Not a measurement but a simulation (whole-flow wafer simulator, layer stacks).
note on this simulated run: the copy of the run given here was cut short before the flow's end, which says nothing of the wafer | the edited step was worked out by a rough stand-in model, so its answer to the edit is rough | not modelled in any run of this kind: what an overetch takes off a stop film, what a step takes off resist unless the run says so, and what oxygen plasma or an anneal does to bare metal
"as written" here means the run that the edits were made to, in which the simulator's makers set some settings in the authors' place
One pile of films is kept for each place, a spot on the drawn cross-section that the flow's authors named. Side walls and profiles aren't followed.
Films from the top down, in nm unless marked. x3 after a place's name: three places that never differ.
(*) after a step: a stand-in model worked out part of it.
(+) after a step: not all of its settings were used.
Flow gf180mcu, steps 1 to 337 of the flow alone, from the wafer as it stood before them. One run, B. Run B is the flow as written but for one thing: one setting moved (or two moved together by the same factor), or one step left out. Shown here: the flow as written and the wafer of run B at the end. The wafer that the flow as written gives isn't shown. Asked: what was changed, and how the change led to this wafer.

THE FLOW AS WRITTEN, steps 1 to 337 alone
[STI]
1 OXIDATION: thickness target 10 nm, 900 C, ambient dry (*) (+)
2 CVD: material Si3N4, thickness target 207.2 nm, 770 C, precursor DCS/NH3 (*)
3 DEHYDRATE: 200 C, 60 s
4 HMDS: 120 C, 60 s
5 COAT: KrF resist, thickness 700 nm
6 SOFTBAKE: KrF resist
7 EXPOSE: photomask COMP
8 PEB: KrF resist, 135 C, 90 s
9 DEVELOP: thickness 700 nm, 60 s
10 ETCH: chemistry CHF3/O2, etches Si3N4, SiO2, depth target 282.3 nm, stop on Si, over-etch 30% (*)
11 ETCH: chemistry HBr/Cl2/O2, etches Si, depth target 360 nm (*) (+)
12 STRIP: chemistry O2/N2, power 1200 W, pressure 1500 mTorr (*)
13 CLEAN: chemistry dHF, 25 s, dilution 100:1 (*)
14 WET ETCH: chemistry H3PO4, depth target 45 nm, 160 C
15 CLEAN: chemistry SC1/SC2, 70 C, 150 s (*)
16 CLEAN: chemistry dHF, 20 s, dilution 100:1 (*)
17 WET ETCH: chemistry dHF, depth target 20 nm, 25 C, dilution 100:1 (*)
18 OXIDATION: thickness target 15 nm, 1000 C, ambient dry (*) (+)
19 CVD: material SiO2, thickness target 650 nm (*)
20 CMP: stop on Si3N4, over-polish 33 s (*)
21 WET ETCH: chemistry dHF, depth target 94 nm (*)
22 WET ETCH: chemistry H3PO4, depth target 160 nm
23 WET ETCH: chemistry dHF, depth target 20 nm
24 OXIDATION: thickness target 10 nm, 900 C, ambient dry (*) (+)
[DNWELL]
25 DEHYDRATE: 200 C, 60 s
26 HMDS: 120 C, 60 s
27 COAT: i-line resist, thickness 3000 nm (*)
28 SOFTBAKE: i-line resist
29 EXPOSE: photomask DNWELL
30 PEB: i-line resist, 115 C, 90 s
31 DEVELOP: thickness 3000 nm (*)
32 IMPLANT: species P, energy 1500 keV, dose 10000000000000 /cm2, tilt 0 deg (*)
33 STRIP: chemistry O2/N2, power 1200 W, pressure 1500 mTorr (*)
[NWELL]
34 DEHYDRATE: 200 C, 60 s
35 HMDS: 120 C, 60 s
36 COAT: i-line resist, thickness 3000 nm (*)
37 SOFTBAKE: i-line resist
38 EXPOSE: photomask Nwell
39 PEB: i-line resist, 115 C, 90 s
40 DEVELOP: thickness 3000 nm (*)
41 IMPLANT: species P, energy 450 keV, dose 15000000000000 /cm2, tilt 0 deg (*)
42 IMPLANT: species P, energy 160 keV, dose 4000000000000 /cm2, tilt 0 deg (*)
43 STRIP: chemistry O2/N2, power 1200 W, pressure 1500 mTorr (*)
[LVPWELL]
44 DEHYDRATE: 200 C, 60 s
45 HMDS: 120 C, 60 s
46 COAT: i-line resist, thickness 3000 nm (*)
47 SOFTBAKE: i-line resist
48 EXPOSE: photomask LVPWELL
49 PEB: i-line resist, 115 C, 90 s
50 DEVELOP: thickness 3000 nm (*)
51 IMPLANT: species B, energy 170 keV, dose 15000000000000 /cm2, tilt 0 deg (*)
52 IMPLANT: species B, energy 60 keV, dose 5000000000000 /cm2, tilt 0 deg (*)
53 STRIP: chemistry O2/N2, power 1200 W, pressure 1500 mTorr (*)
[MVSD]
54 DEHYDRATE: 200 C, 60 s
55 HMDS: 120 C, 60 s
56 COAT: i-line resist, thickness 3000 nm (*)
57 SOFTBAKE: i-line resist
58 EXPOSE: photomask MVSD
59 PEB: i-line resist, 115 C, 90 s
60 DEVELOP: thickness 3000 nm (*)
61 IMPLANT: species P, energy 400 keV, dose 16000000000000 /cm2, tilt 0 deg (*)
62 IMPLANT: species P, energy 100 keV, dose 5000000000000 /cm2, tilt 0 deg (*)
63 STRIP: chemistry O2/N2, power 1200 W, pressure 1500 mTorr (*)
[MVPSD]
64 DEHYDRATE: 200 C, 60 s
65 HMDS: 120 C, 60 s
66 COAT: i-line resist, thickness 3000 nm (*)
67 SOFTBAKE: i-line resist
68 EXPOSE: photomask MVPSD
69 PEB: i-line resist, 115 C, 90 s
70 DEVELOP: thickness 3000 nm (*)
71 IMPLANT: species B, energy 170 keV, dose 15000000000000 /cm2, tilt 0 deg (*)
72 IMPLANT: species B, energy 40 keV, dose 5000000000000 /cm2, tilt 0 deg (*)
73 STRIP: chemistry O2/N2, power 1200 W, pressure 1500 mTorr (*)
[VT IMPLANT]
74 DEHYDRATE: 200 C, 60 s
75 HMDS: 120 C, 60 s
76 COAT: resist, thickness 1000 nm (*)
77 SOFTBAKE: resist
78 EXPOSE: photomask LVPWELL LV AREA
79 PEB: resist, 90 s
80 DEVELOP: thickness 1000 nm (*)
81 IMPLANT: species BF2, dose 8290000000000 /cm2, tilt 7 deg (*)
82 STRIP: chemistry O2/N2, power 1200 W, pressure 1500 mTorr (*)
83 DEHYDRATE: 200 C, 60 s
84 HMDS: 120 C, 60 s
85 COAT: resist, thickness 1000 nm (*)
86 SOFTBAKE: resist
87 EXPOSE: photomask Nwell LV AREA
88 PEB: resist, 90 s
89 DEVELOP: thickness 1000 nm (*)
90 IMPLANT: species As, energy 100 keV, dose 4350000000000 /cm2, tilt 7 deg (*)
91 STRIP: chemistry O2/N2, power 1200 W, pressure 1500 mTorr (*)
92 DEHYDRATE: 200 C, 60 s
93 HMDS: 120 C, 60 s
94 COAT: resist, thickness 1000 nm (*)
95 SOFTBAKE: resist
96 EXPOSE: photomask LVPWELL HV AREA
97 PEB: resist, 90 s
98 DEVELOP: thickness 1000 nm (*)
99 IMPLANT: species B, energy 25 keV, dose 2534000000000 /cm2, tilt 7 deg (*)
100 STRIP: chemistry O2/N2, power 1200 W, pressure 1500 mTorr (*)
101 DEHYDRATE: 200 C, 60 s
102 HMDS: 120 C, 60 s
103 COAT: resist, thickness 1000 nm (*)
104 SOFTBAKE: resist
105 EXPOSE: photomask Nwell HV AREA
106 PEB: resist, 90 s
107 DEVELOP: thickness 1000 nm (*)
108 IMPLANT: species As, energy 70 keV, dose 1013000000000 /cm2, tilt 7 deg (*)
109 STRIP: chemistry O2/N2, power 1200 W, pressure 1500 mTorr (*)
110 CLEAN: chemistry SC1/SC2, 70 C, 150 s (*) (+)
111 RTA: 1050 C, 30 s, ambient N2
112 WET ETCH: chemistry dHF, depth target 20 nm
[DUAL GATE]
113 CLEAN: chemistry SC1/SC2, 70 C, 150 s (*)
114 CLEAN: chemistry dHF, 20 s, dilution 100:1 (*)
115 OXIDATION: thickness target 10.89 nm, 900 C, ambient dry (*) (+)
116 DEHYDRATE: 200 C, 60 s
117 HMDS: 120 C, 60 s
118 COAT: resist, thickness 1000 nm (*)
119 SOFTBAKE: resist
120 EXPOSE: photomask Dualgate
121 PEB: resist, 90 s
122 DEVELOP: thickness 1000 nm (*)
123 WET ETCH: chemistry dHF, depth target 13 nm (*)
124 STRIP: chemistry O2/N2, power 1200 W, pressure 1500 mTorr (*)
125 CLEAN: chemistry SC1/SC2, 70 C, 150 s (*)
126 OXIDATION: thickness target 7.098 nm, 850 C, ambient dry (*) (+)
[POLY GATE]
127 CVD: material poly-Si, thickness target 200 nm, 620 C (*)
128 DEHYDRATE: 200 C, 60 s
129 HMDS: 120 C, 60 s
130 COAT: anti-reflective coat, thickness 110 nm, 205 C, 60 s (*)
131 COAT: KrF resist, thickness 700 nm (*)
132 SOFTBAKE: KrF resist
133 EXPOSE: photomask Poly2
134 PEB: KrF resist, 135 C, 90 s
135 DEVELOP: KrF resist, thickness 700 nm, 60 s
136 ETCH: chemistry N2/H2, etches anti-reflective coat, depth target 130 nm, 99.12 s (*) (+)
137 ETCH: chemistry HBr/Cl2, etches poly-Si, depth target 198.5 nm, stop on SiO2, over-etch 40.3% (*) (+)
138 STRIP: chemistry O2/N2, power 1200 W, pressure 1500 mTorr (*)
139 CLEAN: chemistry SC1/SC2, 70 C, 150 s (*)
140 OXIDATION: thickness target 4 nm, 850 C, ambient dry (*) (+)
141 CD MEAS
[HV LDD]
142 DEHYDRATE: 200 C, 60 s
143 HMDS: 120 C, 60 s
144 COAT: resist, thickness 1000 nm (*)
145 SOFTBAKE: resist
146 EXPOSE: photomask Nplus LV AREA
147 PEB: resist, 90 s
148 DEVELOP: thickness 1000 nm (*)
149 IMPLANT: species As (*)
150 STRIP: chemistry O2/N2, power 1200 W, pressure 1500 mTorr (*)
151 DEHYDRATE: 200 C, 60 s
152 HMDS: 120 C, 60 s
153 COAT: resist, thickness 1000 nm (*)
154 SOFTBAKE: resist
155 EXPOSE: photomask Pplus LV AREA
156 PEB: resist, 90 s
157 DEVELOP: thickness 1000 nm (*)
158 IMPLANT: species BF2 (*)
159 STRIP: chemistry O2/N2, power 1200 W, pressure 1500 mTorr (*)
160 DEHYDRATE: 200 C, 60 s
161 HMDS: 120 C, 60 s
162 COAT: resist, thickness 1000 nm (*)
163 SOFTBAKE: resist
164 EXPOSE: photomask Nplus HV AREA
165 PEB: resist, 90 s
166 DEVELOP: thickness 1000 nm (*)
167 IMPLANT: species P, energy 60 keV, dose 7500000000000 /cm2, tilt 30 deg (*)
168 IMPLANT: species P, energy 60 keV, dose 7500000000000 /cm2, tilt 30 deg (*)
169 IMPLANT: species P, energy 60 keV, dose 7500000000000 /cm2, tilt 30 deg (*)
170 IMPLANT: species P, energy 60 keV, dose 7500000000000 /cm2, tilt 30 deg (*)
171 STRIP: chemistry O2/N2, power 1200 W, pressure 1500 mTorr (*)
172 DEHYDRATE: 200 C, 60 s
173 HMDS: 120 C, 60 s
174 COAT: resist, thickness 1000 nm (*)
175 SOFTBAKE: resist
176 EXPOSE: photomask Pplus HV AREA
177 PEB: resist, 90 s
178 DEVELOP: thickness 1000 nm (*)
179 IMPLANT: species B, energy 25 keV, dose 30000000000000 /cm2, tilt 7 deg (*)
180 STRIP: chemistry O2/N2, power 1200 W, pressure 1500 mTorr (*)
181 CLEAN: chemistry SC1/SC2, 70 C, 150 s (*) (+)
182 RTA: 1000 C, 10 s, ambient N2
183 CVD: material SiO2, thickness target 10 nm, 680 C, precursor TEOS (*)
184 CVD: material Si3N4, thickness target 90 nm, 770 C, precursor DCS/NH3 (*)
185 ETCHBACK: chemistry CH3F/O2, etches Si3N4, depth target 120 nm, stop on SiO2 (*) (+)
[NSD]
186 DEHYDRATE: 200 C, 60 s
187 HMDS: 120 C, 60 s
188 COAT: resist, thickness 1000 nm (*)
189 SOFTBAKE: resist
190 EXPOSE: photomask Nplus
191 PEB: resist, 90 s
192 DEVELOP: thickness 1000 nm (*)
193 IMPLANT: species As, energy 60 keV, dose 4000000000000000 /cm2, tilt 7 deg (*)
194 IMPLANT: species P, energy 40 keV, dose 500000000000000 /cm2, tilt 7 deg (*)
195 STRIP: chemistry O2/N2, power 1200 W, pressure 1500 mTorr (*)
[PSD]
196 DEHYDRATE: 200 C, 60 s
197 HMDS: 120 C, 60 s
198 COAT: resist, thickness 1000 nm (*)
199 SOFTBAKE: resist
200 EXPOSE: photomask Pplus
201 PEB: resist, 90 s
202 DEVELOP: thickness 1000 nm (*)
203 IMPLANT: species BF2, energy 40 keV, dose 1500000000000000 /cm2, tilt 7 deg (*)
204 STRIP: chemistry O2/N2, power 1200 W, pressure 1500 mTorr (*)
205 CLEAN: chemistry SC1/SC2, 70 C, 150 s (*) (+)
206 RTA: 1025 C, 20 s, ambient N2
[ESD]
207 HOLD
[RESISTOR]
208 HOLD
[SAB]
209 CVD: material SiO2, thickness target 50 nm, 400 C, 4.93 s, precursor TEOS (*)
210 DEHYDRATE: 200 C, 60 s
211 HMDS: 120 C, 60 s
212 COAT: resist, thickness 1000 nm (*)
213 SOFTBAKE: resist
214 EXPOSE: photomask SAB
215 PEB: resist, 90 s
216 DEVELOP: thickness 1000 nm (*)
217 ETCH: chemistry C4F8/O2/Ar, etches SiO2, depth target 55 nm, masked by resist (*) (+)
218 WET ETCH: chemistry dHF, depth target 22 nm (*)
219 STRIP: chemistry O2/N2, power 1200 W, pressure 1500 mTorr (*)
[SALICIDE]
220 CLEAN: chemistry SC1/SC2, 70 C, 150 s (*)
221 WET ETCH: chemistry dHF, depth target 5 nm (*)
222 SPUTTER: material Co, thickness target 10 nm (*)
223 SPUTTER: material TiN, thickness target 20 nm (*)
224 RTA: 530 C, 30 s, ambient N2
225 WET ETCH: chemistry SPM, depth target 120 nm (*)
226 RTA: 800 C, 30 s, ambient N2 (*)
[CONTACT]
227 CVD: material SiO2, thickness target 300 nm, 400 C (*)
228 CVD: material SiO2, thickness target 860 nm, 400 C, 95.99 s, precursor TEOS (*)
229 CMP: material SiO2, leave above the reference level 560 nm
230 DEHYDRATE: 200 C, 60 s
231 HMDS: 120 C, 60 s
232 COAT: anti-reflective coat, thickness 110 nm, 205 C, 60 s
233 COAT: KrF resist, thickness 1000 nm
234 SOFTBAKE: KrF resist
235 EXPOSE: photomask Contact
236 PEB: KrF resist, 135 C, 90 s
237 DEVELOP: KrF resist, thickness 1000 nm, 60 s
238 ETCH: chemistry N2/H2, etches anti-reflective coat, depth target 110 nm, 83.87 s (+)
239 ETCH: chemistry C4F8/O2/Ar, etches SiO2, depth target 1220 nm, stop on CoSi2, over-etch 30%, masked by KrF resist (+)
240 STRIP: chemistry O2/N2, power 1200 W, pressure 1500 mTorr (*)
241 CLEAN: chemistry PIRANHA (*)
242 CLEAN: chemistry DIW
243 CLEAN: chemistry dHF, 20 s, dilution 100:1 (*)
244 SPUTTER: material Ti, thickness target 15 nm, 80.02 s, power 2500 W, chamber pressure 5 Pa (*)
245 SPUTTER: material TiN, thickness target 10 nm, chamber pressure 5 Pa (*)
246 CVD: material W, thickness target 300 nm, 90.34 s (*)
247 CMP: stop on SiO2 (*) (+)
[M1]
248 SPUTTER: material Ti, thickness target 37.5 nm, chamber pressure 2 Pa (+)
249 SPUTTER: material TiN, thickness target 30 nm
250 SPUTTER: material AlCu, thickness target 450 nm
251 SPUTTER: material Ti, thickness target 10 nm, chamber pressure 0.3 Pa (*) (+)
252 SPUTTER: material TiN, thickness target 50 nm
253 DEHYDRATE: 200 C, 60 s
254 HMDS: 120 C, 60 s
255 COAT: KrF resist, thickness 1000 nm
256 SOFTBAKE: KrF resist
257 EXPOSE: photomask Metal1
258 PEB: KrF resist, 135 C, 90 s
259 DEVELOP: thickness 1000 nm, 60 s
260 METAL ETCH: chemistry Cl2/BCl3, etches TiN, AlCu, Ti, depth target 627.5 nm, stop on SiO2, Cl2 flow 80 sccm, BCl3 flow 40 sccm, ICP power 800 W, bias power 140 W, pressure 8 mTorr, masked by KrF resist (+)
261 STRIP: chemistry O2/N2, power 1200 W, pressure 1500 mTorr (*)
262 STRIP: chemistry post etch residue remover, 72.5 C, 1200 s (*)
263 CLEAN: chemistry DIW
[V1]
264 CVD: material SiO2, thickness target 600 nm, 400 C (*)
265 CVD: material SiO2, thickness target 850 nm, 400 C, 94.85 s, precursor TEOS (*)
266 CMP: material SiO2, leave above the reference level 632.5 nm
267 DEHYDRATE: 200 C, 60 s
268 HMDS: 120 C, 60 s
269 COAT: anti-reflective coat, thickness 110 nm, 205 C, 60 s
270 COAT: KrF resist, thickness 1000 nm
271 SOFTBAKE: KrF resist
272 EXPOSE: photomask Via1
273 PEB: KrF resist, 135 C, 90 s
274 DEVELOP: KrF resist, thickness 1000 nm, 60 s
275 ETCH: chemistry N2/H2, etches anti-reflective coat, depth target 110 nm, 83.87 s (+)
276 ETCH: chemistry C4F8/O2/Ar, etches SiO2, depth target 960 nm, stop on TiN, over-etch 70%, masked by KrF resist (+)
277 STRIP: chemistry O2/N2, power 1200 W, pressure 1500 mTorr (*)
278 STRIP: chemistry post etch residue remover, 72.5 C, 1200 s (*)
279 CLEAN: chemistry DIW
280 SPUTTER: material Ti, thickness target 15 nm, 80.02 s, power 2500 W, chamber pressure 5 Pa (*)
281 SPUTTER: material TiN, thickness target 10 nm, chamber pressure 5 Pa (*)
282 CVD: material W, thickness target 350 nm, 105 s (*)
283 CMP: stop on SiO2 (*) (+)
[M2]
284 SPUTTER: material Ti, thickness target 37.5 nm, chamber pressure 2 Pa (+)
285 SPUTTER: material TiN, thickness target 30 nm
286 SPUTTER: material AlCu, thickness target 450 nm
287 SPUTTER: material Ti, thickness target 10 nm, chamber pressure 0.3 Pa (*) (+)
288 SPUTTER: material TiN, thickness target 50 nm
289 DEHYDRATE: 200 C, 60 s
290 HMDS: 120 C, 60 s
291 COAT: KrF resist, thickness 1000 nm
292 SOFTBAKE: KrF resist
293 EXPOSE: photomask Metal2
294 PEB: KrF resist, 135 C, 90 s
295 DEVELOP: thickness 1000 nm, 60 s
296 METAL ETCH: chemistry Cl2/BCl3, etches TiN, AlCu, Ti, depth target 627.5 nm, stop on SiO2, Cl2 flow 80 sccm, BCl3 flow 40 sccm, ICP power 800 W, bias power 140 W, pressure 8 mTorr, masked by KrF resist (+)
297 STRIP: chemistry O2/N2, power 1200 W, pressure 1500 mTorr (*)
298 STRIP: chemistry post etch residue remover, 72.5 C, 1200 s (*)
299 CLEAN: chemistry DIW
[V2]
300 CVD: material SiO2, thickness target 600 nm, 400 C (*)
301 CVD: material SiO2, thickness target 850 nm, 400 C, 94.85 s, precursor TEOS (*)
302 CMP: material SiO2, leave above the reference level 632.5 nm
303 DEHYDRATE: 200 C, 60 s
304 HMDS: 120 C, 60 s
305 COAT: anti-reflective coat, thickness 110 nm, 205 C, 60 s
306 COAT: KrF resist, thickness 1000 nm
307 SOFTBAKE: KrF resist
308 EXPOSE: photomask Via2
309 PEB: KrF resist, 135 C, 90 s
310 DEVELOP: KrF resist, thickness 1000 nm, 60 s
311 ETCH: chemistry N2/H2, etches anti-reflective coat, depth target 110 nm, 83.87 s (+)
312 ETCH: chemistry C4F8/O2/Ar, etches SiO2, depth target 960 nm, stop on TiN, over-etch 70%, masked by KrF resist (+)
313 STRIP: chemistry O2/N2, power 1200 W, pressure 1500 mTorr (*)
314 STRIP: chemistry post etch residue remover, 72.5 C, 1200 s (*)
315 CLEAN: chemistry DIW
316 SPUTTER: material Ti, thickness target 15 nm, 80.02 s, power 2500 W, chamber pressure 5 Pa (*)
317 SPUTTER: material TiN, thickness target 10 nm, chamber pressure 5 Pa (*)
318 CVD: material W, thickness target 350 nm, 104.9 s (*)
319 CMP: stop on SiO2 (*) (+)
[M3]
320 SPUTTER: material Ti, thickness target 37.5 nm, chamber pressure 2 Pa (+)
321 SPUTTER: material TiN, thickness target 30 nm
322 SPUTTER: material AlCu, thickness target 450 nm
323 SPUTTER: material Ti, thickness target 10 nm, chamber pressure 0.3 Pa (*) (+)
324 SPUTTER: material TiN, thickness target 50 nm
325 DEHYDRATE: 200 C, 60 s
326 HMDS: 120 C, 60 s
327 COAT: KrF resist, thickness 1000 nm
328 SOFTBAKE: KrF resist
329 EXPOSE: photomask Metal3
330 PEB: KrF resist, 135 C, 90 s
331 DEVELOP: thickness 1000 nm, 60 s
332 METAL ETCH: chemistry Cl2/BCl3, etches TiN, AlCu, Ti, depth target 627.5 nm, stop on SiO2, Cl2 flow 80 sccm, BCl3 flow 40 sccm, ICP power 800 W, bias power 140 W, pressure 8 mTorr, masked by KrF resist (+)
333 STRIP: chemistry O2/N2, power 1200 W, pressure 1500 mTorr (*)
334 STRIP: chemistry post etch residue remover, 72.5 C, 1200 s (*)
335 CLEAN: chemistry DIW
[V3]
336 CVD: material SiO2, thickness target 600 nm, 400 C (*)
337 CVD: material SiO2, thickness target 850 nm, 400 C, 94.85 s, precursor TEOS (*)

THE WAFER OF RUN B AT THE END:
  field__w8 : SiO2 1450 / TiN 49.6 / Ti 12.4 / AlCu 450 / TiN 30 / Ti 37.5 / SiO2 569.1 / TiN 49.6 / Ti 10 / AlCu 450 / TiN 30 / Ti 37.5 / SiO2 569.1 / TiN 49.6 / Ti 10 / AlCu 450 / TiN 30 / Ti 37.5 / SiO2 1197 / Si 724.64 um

The cause: step 323, SPUTTER: thickness target 12.4 nm was run, where the flow has thickness target 10 nm.
It can be read off the wafer: field__w8 has Ti 12.4, and step 323 as written asks for 10 nm.

How the change led to this, step by step:
  323 SPUTTER: material Ti, thickness target 10 nm, chamber pressure 0.3 Pa (*) (+)
      field, field__w1, field__w2 and 108 more: Ti +12.4 (new film) (as written it would be: Ti +10 (new film))
  332 METAL ETCH: chemistry Cl2/BCl3, etches TiN, AlCu, Ti, depth target 627.5 nm, stop on SiO2, Cl2 flow 80 sccm, BCl3 flow 40 sccm, ICP power 800 W, bias power 140 W, pressure 8 mTorr, masked by KrF resist (+)
      field, field__w1, field__w2 and 103 more: TiN -50 (all of it), Ti -12.4 (all of it), AlCu -450 (all of it), TiN -30 (all of it), Ti -37.5 (all of it) (as written it would be: TiN -50 (all of it), Ti -10 (all of it), AlCu -450 (all of it), TiN -30 (all of it), Ti -37.5 (all of it))
